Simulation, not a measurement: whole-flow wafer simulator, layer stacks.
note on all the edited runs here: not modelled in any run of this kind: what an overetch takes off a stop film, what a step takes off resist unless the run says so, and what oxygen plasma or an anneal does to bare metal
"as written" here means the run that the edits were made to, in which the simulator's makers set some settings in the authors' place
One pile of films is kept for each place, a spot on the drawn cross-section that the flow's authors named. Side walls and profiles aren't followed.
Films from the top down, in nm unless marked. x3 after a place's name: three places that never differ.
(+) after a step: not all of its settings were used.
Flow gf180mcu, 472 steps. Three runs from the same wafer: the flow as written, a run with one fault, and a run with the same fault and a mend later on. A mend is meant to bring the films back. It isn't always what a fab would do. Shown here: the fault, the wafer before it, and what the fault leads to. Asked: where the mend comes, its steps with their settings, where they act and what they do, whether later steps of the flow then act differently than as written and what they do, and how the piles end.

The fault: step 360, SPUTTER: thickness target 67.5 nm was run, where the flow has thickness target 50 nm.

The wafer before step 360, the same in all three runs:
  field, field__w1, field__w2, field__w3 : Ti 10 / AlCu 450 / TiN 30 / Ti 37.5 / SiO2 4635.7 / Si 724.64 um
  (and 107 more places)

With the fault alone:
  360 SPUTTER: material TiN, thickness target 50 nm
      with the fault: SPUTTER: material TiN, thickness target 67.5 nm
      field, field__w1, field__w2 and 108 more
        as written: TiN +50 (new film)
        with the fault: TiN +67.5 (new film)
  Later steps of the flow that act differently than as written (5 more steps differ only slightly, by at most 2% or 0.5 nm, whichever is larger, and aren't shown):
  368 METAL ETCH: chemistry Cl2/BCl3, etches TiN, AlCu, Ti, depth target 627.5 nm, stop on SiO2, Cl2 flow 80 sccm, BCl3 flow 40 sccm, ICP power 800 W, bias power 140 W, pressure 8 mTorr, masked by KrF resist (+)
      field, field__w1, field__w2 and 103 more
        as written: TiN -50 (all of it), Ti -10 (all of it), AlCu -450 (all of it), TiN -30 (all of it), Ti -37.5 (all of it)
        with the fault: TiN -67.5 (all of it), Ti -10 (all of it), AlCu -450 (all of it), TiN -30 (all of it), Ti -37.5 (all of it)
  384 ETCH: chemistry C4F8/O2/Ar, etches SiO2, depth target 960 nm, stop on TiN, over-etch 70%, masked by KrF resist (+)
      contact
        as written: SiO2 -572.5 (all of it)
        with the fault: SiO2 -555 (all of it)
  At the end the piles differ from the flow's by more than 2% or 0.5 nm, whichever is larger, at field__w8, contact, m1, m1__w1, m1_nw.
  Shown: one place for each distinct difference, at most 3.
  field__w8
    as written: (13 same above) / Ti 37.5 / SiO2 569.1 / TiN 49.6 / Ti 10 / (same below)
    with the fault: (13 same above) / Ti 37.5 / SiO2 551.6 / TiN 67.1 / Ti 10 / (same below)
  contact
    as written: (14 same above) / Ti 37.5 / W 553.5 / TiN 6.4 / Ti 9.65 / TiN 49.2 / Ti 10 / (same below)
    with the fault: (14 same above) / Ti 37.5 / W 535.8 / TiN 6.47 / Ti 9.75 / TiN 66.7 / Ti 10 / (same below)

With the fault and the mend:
  The mend comes after step 360.
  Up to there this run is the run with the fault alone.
  360a METAL ETCH: chemistry Cl2/BCl3, etches TiN, AlCu, Ti, depth target 17.5 nm, Cl2 flow 80 sccm, BCl3 flow 40 sccm, ICP power 800 W, bias power 140 W, pressure 8 mTorr (the flow's step 260 once more, with other settings)
      field, field__w1, field__w2 and 108 more
        TiN -17.5
  No later step of the flow acts differently than as written at any place that is followed.
  At the end the piles are the same as the flow's at every place that both follow.
